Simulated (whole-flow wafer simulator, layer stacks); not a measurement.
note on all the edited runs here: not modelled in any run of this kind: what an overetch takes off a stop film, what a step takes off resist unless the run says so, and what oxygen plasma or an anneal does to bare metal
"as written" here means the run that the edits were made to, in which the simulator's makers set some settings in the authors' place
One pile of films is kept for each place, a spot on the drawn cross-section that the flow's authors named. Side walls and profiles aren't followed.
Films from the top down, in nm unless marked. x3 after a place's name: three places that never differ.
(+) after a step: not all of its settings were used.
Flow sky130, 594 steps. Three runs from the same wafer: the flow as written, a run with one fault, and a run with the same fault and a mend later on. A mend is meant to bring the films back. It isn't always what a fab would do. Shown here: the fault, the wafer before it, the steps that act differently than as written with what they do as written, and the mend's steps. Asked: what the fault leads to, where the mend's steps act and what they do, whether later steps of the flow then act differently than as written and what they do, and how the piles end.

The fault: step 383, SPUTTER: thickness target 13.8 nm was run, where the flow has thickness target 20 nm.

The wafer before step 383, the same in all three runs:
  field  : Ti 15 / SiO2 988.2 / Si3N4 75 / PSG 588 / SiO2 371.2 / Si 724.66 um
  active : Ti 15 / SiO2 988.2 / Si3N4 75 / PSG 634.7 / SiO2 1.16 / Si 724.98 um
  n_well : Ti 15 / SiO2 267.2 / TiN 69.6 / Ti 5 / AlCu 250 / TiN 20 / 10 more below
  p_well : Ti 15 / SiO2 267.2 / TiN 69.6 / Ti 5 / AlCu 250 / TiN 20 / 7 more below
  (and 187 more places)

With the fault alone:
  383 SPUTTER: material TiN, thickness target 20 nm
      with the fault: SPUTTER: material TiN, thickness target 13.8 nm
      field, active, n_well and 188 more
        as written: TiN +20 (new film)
        with the fault: TiN +13.8 (new film)
  Later steps of the flow that act differently than as written (11 more steps differ only slightly, by at most 2% or 0.5 nm, whichever is larger, and aren't shown):
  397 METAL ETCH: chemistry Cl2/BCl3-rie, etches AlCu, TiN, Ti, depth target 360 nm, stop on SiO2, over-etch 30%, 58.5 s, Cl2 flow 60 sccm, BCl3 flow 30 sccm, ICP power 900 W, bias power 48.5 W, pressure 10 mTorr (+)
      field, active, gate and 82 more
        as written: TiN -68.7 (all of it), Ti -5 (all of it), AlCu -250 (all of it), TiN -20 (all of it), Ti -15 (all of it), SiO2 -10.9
        with the fault: TiN -68.7 (all of it), Ti -5 (all of it), AlCu -250 (all of it), TiN -13.8 (all of it), Ti -15 (all of it), SiO2 -11.6
  At the end the piles differ from the flow's by more than 2% or 0.5 nm, whichever is larger, at n_well, p_well, gate_hv and 103 more.
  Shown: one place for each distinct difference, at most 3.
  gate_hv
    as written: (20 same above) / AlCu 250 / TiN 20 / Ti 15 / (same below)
    with the fault: (20 same above) / AlCu 250 / TiN 13.8 / Ti 15 / (same below)
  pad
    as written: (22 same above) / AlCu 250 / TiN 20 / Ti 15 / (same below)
    with the fault: (22 same above) / AlCu 250 / TiN 13.8 / Ti 15 / (same below)
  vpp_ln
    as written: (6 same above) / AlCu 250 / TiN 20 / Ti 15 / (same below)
    with the fault: (6 same above) / AlCu 250 / TiN 13.8 / Ti 15 / (same below)

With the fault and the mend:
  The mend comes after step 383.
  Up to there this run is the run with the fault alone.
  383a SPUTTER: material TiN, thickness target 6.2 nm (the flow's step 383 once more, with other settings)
      field, active, n_well and 188 more
        TiN +6.2
  No later step of the flow acts differently than as written at any place that is followed.
  At the end the piles are the same as the flow's at every place that both follow.
